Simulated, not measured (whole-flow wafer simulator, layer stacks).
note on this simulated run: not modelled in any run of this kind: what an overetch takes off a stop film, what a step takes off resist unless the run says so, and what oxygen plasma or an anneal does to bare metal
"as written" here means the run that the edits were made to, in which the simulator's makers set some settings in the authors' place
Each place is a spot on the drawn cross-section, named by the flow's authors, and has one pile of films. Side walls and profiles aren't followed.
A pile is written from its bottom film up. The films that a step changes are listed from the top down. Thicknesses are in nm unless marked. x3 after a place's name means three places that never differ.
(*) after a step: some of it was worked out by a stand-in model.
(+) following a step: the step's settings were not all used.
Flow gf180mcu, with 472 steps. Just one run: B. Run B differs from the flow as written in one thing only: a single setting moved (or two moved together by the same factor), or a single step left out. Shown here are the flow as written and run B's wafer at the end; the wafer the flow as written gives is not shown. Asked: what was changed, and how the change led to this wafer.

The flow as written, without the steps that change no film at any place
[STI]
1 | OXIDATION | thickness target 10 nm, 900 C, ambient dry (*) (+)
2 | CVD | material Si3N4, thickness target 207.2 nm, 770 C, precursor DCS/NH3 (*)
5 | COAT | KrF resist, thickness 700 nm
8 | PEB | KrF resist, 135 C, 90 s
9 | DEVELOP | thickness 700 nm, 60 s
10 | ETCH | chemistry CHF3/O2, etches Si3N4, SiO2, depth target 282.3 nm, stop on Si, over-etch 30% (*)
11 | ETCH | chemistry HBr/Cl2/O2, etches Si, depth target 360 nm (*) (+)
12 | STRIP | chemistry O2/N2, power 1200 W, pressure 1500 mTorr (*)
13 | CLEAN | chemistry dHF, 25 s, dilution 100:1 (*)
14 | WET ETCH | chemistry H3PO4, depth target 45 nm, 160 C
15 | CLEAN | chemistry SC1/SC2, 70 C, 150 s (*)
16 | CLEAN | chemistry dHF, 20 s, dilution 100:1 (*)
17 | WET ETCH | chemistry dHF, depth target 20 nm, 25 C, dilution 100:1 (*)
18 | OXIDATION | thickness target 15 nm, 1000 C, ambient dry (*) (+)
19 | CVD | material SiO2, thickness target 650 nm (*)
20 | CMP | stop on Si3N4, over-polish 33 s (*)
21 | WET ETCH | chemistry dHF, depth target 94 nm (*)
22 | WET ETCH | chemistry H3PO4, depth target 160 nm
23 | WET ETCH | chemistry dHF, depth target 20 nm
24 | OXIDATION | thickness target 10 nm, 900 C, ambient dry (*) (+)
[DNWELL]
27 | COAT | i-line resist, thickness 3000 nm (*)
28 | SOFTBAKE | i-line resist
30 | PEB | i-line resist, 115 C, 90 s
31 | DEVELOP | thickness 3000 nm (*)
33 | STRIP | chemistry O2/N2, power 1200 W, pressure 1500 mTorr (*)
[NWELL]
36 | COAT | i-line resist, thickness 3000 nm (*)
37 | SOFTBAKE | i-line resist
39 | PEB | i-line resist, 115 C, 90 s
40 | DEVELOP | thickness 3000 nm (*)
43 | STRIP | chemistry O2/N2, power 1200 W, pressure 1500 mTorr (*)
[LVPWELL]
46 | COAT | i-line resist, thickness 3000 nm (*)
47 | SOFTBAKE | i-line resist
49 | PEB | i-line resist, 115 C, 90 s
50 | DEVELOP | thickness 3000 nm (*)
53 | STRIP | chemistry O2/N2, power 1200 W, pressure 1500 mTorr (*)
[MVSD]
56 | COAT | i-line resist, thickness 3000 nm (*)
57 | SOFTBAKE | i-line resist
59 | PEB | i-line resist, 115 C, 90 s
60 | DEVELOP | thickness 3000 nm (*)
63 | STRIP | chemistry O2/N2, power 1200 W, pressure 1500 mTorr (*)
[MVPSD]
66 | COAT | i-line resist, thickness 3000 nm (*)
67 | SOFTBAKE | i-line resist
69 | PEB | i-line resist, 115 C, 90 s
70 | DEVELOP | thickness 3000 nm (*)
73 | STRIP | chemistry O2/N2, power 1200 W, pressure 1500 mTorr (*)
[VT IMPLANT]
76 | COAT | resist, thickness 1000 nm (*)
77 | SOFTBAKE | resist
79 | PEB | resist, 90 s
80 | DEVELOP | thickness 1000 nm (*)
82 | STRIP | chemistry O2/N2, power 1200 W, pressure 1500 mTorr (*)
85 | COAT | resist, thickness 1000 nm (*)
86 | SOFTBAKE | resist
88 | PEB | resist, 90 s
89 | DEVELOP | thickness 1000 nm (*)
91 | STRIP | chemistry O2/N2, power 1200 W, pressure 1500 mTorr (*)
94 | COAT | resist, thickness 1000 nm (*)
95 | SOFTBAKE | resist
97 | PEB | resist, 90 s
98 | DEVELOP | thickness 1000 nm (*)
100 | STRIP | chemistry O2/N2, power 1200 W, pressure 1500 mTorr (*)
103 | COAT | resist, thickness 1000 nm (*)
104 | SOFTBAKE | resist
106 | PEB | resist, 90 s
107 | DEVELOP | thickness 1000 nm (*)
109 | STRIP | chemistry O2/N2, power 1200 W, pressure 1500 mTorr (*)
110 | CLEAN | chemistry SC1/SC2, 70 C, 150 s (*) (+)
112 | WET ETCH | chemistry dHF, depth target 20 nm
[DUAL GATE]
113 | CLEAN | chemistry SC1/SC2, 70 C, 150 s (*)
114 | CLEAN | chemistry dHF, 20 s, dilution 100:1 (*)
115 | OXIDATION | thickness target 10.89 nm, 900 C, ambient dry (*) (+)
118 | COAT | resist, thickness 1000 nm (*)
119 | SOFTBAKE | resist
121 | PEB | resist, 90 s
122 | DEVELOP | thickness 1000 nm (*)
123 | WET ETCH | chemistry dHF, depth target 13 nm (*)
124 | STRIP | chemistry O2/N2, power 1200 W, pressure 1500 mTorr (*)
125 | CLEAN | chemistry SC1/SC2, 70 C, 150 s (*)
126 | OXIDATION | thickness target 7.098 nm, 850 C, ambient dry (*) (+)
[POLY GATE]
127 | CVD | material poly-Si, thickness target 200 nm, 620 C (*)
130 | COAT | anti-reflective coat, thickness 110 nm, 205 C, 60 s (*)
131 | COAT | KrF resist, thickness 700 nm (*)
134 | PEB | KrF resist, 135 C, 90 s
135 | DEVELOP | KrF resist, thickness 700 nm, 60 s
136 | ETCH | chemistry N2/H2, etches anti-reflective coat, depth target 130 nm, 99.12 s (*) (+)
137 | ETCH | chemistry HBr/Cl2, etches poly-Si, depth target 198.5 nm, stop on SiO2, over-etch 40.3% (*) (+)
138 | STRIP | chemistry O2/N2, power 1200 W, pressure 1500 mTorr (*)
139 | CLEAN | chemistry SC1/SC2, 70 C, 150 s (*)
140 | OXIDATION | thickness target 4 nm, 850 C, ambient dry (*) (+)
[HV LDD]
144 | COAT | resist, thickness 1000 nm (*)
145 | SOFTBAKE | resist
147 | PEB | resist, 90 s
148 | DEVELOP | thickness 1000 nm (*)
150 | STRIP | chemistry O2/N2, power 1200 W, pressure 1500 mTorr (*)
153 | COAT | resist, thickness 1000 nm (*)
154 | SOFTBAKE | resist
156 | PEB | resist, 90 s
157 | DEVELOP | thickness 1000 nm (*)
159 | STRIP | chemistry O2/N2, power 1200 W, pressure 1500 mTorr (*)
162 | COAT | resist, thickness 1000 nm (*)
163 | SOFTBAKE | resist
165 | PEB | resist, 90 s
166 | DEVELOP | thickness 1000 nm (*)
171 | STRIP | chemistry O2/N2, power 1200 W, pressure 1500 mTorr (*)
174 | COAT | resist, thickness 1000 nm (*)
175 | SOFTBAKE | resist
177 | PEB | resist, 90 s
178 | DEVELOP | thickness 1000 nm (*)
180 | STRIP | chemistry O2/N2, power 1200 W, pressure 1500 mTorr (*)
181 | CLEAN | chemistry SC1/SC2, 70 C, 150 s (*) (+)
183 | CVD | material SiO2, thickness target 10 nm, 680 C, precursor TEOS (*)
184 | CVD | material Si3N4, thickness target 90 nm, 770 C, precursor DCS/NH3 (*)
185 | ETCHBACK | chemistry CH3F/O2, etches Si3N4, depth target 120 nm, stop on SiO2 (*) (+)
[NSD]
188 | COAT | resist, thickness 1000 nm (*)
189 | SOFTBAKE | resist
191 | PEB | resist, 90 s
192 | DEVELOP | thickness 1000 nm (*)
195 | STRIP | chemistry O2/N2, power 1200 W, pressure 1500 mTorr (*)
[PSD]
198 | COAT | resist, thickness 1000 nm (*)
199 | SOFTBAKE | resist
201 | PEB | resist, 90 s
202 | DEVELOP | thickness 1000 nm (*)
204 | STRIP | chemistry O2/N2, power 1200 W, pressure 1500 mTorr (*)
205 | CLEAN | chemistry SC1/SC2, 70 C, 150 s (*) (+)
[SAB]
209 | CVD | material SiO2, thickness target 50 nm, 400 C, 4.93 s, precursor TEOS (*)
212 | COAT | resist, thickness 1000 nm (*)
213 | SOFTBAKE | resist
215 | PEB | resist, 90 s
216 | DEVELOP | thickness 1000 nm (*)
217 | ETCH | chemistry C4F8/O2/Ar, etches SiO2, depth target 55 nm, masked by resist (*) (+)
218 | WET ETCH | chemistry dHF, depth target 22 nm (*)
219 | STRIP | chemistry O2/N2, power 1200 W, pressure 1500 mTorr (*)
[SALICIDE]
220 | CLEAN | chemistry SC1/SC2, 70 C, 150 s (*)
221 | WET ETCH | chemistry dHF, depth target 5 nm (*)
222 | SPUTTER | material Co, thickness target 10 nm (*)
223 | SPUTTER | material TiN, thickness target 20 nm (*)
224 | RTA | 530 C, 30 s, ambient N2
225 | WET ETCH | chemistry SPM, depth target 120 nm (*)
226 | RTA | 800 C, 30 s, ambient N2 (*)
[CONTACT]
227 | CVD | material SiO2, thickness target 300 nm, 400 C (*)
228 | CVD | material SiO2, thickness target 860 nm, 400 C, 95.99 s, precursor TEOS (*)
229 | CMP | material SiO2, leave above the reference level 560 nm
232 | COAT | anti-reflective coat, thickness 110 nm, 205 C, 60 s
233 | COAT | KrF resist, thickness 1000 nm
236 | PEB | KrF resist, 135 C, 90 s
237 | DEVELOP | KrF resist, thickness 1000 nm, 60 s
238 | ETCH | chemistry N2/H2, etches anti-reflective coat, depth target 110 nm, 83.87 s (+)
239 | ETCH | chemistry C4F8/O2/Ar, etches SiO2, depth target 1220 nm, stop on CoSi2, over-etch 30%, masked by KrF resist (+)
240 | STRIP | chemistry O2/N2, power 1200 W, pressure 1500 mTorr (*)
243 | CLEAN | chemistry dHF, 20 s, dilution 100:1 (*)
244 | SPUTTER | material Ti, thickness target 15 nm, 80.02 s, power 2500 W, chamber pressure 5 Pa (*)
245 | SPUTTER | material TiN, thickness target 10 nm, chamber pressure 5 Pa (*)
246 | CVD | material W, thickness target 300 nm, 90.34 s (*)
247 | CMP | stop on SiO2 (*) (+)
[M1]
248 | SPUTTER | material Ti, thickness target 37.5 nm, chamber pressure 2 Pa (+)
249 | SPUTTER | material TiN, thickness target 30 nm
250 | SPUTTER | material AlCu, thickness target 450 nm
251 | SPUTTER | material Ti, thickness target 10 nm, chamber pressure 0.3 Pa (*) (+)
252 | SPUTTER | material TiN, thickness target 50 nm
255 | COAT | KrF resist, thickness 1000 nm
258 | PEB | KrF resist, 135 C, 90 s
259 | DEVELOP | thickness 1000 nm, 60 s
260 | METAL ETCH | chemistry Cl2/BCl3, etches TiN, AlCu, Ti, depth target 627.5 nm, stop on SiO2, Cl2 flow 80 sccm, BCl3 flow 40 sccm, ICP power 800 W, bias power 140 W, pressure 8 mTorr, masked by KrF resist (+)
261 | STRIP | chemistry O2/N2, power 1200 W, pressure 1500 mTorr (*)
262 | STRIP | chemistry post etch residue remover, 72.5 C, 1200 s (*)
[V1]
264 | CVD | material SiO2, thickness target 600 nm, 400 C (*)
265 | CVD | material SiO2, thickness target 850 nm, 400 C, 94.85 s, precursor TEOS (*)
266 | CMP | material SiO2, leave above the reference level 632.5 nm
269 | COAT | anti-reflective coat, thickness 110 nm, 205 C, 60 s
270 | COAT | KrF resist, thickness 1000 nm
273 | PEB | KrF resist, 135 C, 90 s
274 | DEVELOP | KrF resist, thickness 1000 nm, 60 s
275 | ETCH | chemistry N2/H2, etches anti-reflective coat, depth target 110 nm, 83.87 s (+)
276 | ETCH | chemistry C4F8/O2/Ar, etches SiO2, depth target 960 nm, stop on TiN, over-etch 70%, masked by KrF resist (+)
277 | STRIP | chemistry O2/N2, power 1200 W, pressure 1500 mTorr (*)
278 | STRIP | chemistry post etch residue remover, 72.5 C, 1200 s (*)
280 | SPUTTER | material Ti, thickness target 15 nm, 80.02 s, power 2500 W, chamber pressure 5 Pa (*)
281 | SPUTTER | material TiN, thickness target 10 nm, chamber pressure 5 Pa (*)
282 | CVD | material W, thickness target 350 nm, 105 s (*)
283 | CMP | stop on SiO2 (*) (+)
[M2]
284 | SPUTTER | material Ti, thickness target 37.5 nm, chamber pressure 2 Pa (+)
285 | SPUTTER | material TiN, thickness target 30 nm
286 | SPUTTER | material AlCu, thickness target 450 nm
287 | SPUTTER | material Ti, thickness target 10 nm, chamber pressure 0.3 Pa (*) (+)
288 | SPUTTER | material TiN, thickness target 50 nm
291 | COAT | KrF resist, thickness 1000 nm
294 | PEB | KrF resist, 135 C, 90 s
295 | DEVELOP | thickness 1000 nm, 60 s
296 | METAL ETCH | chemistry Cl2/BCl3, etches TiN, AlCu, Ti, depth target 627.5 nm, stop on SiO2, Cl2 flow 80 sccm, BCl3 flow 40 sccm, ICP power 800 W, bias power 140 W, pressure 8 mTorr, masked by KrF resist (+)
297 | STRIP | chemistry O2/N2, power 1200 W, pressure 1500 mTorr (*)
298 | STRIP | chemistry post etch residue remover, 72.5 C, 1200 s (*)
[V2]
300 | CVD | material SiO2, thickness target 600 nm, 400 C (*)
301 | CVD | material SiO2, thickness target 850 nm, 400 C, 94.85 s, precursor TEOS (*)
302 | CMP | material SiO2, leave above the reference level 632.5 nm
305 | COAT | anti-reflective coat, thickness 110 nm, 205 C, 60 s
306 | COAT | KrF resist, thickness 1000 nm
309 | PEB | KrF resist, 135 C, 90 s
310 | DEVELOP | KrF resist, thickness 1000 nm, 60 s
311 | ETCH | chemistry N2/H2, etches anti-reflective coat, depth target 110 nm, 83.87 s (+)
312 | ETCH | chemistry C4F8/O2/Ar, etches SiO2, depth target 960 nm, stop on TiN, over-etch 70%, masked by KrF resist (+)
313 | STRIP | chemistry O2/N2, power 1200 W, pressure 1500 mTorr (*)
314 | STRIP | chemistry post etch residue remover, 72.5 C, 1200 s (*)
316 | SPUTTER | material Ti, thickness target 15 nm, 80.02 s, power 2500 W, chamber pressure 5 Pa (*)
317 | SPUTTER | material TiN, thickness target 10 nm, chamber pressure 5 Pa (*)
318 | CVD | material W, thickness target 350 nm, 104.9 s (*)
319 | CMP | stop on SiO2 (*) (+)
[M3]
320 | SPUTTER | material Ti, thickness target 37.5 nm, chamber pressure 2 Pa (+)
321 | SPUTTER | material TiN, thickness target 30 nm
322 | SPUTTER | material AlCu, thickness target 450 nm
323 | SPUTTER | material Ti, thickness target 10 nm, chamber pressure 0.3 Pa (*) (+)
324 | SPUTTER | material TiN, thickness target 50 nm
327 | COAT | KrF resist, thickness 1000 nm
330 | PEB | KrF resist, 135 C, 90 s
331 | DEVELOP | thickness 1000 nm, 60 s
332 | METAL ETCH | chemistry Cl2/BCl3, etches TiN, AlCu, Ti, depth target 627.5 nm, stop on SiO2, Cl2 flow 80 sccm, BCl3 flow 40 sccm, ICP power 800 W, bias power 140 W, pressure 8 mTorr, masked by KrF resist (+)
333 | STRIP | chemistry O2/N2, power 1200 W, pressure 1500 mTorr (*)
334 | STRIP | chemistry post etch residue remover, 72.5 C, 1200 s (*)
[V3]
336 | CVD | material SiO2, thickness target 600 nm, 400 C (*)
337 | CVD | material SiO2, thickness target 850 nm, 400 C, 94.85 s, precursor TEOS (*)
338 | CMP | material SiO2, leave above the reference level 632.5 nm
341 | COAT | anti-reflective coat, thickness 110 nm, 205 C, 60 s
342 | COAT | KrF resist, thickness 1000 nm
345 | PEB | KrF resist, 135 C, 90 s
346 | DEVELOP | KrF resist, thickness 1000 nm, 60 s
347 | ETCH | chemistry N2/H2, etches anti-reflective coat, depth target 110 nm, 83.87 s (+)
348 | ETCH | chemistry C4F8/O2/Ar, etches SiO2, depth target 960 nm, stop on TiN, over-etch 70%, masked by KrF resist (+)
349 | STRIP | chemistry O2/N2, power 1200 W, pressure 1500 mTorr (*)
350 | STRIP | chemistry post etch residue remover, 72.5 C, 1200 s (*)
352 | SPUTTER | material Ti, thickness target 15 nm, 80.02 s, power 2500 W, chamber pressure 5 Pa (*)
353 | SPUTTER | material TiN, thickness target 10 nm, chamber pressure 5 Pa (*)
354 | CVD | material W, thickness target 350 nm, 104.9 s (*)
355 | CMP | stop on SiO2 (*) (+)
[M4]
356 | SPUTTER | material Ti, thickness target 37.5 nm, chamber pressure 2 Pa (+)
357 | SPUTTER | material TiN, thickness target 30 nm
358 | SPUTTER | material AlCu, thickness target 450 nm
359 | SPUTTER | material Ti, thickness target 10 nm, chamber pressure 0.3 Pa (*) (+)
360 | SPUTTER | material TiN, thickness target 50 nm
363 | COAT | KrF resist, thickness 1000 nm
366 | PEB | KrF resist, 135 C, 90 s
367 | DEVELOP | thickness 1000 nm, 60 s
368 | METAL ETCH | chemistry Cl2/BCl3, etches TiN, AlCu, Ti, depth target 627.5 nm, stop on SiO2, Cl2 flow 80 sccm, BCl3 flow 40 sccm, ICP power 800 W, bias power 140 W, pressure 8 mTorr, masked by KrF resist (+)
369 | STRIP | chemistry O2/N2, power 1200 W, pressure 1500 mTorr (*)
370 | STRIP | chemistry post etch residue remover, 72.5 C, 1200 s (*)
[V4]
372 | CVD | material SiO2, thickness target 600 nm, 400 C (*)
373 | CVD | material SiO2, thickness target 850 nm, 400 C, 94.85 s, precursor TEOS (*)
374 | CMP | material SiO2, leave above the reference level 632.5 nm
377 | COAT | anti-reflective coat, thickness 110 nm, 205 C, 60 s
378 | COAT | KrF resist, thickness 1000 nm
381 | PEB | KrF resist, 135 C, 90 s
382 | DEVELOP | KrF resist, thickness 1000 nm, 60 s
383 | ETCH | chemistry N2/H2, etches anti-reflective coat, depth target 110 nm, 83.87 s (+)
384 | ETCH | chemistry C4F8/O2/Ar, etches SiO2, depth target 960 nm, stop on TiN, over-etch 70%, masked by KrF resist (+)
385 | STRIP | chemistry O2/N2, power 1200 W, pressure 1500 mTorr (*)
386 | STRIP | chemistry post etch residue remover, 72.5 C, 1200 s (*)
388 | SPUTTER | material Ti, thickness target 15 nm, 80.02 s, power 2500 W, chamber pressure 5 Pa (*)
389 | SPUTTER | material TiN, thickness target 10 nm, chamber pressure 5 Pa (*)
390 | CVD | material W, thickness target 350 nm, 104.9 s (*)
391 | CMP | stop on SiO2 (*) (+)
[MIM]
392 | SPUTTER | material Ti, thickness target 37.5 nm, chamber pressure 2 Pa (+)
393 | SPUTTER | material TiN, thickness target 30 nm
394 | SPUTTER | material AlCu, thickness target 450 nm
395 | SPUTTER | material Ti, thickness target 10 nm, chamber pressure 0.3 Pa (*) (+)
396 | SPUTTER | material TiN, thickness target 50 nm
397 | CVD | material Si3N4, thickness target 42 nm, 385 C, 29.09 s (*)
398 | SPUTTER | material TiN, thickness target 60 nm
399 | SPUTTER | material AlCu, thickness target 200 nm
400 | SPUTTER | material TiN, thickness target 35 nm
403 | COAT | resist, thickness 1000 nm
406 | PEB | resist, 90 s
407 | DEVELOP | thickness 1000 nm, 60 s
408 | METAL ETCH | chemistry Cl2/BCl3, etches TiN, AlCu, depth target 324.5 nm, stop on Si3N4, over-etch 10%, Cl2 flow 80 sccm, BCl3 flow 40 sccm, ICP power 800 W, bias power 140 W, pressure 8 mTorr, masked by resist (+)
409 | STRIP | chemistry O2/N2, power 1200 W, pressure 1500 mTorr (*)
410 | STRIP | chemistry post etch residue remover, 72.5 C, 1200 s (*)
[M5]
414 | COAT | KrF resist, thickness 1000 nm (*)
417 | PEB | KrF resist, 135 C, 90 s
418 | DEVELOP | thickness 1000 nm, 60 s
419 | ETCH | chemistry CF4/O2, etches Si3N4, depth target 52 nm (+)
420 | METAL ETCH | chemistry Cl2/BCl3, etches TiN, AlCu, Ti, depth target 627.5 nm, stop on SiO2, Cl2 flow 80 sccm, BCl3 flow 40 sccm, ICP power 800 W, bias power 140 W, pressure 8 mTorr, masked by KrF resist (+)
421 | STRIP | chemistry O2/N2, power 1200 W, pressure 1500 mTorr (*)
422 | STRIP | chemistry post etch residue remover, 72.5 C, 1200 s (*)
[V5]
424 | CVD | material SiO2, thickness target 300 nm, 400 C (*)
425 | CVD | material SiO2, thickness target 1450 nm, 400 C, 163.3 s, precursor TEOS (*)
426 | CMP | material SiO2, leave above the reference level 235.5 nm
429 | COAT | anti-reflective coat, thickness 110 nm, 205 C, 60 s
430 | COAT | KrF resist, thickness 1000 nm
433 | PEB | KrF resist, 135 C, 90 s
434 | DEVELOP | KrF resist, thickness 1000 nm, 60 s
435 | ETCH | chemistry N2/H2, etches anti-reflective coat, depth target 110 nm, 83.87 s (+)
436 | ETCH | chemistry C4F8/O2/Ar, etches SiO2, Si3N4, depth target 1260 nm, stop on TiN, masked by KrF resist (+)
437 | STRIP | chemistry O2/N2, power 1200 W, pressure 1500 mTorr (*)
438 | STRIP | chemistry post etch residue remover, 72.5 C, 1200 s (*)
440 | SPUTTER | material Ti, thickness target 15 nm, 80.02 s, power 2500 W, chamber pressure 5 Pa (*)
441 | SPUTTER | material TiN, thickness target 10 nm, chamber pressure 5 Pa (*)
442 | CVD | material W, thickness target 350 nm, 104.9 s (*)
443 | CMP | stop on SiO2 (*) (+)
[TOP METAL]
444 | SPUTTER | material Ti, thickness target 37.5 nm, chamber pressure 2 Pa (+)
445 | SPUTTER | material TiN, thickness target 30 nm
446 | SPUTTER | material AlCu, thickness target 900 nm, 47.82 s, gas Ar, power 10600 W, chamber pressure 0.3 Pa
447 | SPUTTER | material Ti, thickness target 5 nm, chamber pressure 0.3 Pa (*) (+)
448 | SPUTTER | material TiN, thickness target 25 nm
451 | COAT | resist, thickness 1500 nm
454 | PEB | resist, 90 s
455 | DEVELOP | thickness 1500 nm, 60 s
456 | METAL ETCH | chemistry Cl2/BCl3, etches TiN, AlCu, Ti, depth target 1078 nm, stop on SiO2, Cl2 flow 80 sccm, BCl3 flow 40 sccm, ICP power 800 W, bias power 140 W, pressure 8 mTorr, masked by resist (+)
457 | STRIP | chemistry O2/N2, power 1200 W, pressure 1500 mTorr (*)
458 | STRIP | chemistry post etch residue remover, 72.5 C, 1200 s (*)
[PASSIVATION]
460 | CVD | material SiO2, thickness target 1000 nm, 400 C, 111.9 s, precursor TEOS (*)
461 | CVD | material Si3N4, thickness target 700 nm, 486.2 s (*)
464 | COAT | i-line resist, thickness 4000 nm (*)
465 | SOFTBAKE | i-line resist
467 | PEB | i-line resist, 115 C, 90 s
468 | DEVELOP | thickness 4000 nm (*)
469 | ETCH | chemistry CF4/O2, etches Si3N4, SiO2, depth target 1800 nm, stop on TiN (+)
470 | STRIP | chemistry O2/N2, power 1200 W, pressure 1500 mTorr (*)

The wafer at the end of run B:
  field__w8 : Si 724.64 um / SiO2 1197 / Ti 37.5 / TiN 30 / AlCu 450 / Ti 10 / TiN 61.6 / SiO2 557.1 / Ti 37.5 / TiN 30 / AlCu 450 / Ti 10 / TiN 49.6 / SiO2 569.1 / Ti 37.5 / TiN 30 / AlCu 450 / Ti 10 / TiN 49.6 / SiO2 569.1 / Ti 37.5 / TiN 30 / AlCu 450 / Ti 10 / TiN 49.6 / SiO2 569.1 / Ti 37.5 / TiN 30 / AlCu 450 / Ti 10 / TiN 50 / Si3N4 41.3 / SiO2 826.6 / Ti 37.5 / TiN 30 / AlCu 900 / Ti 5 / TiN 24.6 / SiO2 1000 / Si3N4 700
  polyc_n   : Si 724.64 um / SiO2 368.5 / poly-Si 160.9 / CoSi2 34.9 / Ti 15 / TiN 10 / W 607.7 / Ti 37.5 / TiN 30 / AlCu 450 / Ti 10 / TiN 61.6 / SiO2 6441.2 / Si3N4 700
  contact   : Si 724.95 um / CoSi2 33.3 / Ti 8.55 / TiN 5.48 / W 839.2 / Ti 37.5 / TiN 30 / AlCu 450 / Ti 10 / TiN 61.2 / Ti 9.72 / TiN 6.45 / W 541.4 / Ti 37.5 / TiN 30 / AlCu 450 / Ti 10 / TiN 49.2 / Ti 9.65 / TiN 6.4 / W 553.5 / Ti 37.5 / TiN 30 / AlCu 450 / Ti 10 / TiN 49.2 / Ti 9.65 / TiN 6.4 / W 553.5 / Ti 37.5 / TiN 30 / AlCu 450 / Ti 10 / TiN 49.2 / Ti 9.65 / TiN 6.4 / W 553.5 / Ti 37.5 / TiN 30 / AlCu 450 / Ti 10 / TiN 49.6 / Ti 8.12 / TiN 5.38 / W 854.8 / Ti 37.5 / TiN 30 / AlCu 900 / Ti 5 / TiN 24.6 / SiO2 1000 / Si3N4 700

Cause: step 252, SPUTTER: thickness target 62 nm was run, while the flow as written has thickness target 50 nm.

Step by step, how the change led to this:
  252 | SPUTTER | material TiN, thickness target 50 nm
      field, field__w1, field__w2 and 108 more: TiN gains 62 (new film) (it would be, as written: TiN gains 50 (new film))
  260 | METAL ETCH | chemistry Cl2/BCl3, etches TiN, AlCu, Ti, depth target 627.5 nm, stop on SiO2, Cl2 flow 80 sccm, BCl3 flow 40 sccm, ICP power 800 W, bias power 140 W, pressure 8 mTorr, masked by KrF resist (+)
      field, field__w1, field__w2 and 99 more: TiN loses 62 (all of it), Ti loses 10 (all of it), AlCu loses 450 (all of it), TiN loses 30 (all of it), Ti loses 37.5 (all of it) (it would be, as written: TiN loses 50 (all of it), Ti loses 10 (all of it), AlCu loses 450 (all of it), TiN loses 30 (all of it), Ti loses 37.5 (all of it))
  276 | ETCH | chemistry C4F8/O2/Ar, etches SiO2, depth target 960 nm, stop on TiN, over-etch 70%, masked by KrF resist (+)
      contact: SiO2 loses 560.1 (all of it) (it would be, as written: SiO2 loses 572.1 (all of it))
